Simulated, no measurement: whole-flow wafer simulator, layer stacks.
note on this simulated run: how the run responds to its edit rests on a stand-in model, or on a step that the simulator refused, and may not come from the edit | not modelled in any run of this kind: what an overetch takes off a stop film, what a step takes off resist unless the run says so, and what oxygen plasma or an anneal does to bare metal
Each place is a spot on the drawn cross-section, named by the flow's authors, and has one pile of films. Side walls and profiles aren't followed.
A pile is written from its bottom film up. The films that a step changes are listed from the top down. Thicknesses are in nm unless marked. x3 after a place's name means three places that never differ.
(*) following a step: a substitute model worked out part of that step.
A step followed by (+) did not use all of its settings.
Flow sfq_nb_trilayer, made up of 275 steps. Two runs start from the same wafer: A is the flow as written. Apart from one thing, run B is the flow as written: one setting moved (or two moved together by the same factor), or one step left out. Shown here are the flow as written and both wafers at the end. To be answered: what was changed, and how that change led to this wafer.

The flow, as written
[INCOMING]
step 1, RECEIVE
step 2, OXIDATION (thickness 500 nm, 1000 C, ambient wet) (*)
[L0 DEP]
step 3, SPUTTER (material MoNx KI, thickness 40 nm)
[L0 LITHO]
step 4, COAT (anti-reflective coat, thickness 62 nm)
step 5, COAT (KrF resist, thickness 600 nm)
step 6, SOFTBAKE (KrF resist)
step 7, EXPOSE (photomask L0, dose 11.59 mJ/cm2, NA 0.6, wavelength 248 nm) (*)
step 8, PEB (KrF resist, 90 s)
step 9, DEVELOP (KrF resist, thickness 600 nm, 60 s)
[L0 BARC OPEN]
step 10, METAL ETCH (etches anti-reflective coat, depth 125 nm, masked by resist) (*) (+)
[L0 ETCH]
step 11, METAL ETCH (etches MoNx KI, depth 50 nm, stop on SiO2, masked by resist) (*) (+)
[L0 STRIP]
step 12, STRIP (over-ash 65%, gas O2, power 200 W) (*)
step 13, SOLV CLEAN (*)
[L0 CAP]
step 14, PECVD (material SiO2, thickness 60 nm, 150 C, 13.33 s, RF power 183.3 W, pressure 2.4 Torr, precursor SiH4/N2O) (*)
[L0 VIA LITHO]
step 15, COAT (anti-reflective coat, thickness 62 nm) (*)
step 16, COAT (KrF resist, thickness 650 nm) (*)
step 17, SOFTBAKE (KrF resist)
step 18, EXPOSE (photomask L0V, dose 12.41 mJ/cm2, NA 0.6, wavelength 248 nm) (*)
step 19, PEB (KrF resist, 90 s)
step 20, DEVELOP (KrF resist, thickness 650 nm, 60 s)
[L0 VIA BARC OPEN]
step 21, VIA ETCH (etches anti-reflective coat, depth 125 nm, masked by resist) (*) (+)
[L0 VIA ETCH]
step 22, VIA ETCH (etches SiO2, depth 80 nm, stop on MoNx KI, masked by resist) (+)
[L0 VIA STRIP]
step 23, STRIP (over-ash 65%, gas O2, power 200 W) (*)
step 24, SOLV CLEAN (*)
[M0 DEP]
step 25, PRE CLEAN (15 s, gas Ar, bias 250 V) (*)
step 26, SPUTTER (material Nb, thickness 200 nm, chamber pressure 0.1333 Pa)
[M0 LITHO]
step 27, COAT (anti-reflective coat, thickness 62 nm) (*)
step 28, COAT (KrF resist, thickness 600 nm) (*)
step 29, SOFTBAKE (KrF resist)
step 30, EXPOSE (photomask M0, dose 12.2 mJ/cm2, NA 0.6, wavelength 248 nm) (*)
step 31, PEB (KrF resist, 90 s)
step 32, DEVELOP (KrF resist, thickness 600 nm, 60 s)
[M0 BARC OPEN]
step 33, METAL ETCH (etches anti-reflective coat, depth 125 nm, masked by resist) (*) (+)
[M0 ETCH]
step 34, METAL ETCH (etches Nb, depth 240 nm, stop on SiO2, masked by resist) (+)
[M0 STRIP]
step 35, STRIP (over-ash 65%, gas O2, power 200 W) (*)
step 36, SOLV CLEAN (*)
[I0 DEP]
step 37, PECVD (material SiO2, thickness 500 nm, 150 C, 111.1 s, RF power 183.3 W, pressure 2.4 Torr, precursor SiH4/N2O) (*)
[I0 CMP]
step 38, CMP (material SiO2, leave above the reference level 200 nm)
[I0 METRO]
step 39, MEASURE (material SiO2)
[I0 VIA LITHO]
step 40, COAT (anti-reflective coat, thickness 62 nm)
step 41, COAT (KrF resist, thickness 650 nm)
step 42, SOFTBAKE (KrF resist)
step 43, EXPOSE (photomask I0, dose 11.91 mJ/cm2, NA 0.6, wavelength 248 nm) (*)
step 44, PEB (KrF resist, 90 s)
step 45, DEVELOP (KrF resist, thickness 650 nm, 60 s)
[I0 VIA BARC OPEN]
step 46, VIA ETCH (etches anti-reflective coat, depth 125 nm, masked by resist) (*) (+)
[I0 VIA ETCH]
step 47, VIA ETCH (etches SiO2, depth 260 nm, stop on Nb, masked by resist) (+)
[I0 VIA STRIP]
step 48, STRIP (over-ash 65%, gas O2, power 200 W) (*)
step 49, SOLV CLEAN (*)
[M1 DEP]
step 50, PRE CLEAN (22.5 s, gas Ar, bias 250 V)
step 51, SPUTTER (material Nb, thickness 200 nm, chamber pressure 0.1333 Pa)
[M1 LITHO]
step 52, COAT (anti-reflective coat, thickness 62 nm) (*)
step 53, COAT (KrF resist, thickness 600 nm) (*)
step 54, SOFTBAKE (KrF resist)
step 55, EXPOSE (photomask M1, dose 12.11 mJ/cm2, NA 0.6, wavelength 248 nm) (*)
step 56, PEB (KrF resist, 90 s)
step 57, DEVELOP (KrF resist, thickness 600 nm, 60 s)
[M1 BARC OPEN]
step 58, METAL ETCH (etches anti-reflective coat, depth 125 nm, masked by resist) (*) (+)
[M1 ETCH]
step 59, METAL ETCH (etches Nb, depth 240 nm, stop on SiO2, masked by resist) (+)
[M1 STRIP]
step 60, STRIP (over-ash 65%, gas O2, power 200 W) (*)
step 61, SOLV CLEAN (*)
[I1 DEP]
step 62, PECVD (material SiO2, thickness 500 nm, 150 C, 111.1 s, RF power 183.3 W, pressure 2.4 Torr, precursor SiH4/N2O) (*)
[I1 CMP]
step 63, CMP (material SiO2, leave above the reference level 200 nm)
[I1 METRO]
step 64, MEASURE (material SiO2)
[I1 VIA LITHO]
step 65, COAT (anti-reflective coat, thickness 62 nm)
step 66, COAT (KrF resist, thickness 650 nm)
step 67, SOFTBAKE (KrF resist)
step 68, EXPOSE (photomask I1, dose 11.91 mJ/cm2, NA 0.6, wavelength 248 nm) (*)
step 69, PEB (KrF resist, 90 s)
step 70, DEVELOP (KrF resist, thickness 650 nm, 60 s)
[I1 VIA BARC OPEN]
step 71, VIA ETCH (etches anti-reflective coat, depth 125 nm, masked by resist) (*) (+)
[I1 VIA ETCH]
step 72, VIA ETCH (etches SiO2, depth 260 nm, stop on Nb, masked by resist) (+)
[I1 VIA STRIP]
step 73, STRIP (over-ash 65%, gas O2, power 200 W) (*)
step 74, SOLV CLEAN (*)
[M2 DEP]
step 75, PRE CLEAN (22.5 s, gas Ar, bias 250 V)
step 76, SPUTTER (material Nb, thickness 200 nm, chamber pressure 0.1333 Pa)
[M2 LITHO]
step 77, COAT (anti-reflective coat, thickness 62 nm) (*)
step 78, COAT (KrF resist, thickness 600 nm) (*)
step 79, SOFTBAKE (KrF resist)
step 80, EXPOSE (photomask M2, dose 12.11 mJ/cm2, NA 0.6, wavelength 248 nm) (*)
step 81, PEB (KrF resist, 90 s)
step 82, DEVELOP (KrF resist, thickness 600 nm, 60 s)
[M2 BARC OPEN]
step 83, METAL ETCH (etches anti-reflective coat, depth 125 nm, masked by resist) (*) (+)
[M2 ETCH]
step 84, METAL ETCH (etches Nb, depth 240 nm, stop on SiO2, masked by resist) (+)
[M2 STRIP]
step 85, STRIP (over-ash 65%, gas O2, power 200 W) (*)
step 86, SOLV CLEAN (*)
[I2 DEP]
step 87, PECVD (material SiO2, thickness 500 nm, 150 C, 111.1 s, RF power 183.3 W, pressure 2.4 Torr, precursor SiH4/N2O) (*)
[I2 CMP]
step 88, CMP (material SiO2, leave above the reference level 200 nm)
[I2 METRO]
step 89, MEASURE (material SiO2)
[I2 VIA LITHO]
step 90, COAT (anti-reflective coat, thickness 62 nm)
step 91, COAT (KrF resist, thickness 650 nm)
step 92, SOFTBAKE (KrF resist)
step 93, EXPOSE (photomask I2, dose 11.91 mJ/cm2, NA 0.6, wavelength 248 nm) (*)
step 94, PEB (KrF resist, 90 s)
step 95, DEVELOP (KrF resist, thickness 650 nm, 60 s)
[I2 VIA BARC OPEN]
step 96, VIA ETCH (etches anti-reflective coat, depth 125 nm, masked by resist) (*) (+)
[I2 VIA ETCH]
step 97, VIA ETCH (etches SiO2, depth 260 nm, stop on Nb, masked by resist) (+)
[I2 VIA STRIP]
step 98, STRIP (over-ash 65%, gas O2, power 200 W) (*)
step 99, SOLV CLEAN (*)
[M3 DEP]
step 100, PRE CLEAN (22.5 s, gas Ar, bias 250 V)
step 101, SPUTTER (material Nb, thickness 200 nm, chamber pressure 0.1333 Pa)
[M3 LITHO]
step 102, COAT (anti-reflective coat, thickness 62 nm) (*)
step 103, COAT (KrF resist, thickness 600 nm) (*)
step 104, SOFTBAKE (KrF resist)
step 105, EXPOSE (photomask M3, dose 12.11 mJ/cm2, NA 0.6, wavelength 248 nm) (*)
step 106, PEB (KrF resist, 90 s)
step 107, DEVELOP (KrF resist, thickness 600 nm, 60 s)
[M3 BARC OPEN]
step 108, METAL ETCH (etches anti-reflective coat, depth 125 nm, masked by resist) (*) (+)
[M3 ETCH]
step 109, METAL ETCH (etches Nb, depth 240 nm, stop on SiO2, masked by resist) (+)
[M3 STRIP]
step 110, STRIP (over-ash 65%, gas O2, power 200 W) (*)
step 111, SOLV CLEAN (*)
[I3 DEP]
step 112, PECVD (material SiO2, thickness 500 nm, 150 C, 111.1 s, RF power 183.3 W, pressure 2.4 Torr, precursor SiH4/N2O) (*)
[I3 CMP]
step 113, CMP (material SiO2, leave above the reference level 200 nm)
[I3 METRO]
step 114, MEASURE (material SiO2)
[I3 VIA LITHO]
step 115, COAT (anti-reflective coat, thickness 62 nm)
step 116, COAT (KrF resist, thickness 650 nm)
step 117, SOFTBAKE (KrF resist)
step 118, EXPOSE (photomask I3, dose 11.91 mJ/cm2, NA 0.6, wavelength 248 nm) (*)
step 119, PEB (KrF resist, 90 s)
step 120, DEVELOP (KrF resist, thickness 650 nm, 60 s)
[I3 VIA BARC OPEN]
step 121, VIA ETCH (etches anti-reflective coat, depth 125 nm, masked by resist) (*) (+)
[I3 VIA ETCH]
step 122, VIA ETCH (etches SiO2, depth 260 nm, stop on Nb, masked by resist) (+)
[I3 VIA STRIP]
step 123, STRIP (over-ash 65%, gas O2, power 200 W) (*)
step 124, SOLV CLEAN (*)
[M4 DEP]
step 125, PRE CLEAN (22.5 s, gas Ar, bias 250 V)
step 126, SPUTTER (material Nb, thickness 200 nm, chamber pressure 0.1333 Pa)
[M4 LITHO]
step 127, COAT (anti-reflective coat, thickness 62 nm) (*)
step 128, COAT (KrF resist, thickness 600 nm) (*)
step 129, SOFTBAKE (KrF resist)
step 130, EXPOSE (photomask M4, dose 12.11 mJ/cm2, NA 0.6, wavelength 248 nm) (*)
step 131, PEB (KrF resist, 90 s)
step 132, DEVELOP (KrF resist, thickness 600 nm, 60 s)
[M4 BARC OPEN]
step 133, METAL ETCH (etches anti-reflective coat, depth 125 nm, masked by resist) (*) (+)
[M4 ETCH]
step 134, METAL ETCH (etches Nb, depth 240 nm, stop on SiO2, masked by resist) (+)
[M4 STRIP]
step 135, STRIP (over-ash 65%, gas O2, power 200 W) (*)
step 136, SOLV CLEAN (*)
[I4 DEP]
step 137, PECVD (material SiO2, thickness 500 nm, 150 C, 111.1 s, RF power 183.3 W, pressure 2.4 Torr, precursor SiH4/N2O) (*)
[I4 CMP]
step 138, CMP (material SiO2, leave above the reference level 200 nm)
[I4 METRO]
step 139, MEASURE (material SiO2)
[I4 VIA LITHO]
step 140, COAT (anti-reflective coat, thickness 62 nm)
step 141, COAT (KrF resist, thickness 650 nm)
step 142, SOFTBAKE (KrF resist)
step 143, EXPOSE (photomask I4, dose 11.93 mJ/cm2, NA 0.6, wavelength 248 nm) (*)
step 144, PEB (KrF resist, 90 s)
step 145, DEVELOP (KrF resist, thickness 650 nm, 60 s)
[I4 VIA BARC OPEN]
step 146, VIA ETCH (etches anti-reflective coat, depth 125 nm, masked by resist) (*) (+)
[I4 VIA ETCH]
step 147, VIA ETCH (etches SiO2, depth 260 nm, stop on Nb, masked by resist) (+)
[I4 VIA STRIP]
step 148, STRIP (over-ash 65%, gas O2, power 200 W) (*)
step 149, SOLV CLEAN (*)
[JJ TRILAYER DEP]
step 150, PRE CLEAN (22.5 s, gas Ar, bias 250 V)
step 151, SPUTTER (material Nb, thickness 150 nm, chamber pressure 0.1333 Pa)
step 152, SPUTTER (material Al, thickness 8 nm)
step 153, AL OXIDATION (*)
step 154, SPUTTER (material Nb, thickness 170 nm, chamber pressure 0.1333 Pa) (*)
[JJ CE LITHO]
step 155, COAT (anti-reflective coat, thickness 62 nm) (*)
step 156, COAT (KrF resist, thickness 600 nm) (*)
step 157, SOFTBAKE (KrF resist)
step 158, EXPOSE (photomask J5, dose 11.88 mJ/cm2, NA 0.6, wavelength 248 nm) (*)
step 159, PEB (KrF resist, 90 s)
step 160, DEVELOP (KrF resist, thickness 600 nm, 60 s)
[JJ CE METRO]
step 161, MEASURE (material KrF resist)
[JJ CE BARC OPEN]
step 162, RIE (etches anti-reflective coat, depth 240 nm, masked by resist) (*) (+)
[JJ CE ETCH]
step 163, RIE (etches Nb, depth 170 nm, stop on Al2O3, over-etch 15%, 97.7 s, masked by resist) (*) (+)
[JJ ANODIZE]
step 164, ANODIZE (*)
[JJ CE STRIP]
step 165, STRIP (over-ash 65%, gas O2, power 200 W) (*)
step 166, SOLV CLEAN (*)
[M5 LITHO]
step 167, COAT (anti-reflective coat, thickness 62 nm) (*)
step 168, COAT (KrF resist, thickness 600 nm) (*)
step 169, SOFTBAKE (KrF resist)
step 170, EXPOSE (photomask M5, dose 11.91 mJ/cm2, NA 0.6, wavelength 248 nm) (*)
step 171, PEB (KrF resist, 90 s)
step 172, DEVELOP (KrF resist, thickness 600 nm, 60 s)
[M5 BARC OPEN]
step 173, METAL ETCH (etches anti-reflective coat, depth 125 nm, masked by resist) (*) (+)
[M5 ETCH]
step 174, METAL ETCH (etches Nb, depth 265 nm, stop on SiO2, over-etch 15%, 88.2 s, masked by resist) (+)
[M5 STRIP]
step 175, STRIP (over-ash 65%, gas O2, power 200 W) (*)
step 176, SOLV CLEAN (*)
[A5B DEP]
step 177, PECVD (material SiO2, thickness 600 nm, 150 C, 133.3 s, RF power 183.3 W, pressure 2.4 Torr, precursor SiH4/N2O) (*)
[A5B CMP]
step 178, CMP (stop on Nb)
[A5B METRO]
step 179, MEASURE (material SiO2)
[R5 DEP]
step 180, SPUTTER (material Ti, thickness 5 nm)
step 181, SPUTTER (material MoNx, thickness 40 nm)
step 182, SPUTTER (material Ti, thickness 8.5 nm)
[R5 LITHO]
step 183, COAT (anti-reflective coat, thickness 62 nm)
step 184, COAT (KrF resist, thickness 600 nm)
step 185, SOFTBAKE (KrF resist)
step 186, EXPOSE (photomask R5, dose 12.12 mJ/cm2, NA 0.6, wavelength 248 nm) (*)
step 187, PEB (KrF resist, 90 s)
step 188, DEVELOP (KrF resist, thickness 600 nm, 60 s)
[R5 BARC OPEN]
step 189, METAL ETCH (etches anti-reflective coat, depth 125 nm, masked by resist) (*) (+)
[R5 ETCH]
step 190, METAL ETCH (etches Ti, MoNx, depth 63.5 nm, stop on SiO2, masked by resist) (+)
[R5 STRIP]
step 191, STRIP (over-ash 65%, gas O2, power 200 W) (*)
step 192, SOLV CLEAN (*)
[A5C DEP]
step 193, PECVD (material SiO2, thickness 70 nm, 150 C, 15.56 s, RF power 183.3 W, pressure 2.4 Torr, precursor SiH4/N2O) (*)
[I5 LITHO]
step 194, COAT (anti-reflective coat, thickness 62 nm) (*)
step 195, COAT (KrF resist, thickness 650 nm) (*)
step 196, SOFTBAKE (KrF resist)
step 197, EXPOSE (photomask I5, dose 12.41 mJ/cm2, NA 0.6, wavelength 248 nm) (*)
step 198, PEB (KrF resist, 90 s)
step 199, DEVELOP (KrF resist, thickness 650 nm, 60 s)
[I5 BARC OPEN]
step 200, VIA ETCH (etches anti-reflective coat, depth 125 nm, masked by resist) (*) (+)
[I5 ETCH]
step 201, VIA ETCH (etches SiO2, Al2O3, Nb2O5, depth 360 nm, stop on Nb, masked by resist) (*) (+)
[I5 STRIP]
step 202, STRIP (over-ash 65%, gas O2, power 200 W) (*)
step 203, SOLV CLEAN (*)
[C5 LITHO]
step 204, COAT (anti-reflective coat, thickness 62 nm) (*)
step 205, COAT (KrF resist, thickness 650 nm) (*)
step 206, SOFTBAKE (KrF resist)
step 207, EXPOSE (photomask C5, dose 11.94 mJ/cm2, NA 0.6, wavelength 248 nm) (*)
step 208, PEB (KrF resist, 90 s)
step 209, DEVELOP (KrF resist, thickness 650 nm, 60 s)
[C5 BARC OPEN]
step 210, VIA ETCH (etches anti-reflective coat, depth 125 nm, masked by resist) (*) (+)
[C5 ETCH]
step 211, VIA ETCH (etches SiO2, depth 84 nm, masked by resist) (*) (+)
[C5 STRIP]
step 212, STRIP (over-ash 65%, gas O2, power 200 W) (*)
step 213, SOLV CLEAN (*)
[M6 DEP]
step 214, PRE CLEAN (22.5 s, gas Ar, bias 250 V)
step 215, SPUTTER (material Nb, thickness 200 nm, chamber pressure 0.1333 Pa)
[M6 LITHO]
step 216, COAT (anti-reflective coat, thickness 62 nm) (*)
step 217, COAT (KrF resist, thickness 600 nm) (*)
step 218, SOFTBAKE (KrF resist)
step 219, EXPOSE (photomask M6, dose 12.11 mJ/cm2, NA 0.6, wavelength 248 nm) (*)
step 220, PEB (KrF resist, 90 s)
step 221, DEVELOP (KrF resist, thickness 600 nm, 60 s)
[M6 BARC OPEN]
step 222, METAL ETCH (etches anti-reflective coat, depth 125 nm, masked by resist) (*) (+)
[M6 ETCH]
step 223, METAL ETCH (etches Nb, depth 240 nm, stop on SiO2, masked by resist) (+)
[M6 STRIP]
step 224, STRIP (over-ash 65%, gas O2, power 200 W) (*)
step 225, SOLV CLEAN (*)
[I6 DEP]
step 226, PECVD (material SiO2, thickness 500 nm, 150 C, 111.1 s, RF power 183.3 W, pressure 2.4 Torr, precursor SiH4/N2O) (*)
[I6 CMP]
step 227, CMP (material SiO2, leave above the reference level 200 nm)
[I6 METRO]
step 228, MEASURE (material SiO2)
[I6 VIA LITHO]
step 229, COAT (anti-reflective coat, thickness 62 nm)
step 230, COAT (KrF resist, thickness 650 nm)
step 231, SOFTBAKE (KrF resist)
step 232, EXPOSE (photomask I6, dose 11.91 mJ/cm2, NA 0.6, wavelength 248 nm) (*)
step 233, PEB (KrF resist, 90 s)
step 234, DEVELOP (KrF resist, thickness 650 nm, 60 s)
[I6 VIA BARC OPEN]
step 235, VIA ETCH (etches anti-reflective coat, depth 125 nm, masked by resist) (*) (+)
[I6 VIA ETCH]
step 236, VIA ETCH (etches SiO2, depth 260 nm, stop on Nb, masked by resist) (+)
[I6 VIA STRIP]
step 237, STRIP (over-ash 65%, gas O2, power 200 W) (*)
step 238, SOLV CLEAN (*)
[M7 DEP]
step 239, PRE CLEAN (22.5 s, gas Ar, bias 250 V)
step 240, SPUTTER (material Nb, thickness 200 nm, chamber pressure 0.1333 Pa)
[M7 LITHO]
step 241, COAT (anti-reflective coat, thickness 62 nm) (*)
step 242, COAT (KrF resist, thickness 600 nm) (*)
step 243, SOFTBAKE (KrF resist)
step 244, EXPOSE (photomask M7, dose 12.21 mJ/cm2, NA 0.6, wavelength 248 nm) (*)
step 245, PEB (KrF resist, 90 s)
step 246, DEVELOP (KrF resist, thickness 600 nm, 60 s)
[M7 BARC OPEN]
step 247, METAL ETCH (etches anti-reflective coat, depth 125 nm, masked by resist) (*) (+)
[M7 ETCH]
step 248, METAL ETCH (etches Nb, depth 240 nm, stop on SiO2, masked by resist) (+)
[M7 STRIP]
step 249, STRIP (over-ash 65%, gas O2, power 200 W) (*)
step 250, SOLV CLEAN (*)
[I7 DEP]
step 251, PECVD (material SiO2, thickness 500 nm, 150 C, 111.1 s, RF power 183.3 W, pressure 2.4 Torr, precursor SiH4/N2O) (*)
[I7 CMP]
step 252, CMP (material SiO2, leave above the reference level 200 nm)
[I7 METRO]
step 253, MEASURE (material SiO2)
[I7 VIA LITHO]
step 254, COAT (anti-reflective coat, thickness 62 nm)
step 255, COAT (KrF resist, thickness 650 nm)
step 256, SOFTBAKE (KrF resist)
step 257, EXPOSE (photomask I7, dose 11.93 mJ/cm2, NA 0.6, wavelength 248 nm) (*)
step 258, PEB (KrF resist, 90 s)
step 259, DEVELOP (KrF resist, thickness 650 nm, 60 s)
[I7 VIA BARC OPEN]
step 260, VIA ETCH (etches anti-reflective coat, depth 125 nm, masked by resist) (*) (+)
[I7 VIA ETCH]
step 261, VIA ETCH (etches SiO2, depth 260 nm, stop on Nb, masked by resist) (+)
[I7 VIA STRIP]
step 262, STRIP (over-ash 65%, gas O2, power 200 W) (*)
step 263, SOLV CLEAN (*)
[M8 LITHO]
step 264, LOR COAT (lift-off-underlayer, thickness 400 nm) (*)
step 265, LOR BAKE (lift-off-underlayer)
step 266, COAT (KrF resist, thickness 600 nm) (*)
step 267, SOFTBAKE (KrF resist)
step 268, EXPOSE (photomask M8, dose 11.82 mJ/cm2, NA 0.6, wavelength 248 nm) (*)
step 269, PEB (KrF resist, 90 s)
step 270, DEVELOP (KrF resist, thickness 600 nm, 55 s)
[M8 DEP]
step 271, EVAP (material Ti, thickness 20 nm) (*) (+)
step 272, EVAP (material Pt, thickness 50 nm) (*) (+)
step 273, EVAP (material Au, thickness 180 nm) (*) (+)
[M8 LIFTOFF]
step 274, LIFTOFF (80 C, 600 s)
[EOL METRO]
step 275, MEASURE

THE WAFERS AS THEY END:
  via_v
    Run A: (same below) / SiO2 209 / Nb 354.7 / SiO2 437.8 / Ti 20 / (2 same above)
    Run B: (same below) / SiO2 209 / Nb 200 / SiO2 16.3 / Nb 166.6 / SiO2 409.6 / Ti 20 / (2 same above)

The reason: step 236, VIA ETCH: depth 176 nm was run, though the flow has depth 260 nm.

Step by step, how the change led to this:
  step 236, VIA ETCH (etches SiO2, depth 260 nm, stop on Nb, masked by resist) (+)
      via_v: A SiO2 loses 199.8 (all of it) | B SiO2 loses 176
      field_l, v_sur, via_wl and 102 more: A KrF resist loses 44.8 | B KrF resist loses 30.3
  step 237, STRIP (over-ash 65%, gas O2, power 200 W) (*)
      field_l, v_sur, via_wl and 102 more: A KrF resist loses 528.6 (all of it), anti-reflective coat loses 62 (all of it) | B KrF resist loses 543.1 (all of it), anti-reflective coat loses 62 (all of it)
  step 239, PRE CLEAN (22.5 s, gas Ar, bias 250 V)
      via_v: A Nb loses 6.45 | B SiO2 loses 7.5
  step 240, SPUTTER (material Nb, thickness 200 nm, chamber pressure 0.1333 Pa)
      via_v: A Nb gains 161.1 | B Nb gains 166.6 (new film)
  step 241, COAT (anti-reflective coat, thickness 62 nm) (*)
      via_v: A anti-reflective coat gains 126 (new film) | B anti-reflective coat gains 114.2 (new film)
      wire: A anti-reflective coat gains 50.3 (new film) | B anti-reflective coat gains 48.8 (new film)
  step 249, STRIP (over-ash 65%, gas O2, power 200 W) (*)
      via_v: A KrF resist loses 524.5 (all of it), anti-reflective coat loses 126 (all of it) | B KrF resist loses 510.2 (all of it), anti-reflective coat loses 114.2 (all of it)
      wire: A KrF resist loses 374.1 (all of it), anti-reflective coat loses 50.3 (all of it) | B KrF resist loses 376.6 (all of it), anti-reflective coat loses 48.8 (all of it)
  step 251, PECVD (material SiO2, thickness 500 nm, 150 C, 111.1 s, RF power 183.3 W, pressure 2.4 Torr, precursor SiH4/N2O) (*)
      via_v: A SiO2 gains 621 (new film) | B SiO2 gains 566.6 (new film)
  step 252, CMP (material SiO2, leave above the reference level 200 nm)
      via_v: A SiO2 loses 183.1 | B SiO2 loses 157.1
If metal films that touch count as one body, via_v has 7 bodies (between them, from the top down: SiO2 409.6; SiO2 16.3; SiO2 209 / Al2O3 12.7 / Nb2O5 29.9; SiO2 425.9; SiO2 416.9; SiO2 192.5); the flow as written gives 6 bodies (between them, from the top down: SiO2 437.8; SiO2 209 / Al2O3 12.7 / Nb2O5 29.9; SiO2 425.9; SiO2 416.9; SiO2 192.5).
